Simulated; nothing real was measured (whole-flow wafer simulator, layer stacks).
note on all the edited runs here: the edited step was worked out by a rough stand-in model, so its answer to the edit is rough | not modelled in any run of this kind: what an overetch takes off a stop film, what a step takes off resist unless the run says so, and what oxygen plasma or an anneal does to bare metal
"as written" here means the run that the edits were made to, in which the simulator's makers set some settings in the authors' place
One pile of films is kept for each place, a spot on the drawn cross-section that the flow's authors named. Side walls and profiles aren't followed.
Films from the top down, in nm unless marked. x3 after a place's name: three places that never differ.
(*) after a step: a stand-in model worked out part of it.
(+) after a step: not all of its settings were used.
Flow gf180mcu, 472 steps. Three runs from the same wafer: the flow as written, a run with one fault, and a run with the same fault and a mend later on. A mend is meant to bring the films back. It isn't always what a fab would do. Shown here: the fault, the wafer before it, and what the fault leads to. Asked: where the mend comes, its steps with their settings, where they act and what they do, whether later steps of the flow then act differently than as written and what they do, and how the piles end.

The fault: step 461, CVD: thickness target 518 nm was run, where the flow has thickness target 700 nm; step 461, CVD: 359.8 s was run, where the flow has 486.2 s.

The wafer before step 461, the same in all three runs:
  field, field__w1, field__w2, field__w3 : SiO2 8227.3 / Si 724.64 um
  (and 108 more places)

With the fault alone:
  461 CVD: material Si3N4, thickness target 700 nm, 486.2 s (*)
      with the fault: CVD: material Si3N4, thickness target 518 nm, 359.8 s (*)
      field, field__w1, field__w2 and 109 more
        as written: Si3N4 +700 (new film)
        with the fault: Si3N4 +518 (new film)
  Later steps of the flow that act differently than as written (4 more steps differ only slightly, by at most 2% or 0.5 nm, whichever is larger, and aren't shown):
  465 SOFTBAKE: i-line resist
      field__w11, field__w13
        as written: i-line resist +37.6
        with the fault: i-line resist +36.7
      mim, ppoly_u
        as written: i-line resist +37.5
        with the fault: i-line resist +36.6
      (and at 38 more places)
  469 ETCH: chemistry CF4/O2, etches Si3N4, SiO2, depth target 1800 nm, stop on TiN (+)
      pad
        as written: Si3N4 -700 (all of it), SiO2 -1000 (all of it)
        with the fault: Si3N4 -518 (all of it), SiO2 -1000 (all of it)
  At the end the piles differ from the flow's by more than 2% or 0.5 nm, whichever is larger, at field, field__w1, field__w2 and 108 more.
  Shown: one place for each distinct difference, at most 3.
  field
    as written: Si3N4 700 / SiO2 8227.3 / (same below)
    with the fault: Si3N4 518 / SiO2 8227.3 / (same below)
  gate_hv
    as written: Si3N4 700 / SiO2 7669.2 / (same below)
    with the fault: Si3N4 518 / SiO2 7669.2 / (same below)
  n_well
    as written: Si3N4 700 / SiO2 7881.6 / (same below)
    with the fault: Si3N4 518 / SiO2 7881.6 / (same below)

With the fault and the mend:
  The mend comes after step 468.
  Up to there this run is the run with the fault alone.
  468a STRIP: chemistry O2/N2, power 2160 W, pressure 1700 mTorr (*)
      iso_ptap_pw, iso_ntap_nw, iso_nw_fld and 33 more
        i-line resist -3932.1 (all of it)
      p_well, sti, spacer, sd_n, mim_1p0, dice_street
        i-line resist -3938.2 (all of it)
      field__w2, field__w3, field__w6
        i-line resist -3985.3 (all of it)
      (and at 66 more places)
  468b CVD: material Si3N4, thickness target 182 nm, 126.4 s (*) (the flow's step 461 once more, with other settings)
      field, field__w1, field__w2 and 109 more
        Si3N4 +182.1
  468c HMDS: 120 C, 60 s (the flow's step 463 once more)
      changes no film at any place that is followed
  468d COAT: i-line resist, thickness 4000 nm (*) (the flow's step 464 once more)
      iso_ptap_pw, iso_ntap_nw, iso_nw_fld and 33 more
        i-line resist +4000 (new film)
      field__w9, field__w13, sd_p_hv, gate_p_hv, nplus_u, npoly_u
        i-line resist +4017 (new film)
      p_well, sti, spacer, sd_n, mim_1p0, dice_street
        i-line resist +4006.3 (new film)
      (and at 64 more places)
  468e SOFTBAKE: i-line resist (the flow's step 465 once more)
      ld_acc_p, ld_fp_p, ld_drift_p
        i-line resist +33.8
      field__w2, field_sub__w4
        i-line resist +33.4
      field__w11, field__w13
        i-line resist +37.6
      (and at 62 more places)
  468f EXPOSE: photomask Pad (the flow's step 466 once more)
      changes no film at any place that is followed
  468g PEB: i-line resist, 115 C, 93.9 s (the flow's step 467 once more)
      iso_ptap_pw, iso_ntap_nw, iso_nw_fld and 33 more
        i-line resist -67.9
      field, field__w2, field__w3 and 25 more
        i-line resist -68.8
      field_sub, field_sub__w1, field_sub__w2 and 23 more
        i-line resist -68.7
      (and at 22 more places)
  468h DEVELOP: thickness 4000 nm (*) (the flow's step 468 once more)
      field__w5, field__w7, field__w13 and 13 more
        i-line resist -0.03
      pad
        i-line resist -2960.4 (all of it)
  No later step of the flow acts differently than as written, at any place that is followed, by more than 2% or 0.5 nm, whichever is larger.
  At the end the piles differ from the flow's only slightly at the places that both follow, by at most 2% or 0.5 nm, whichever is larger.
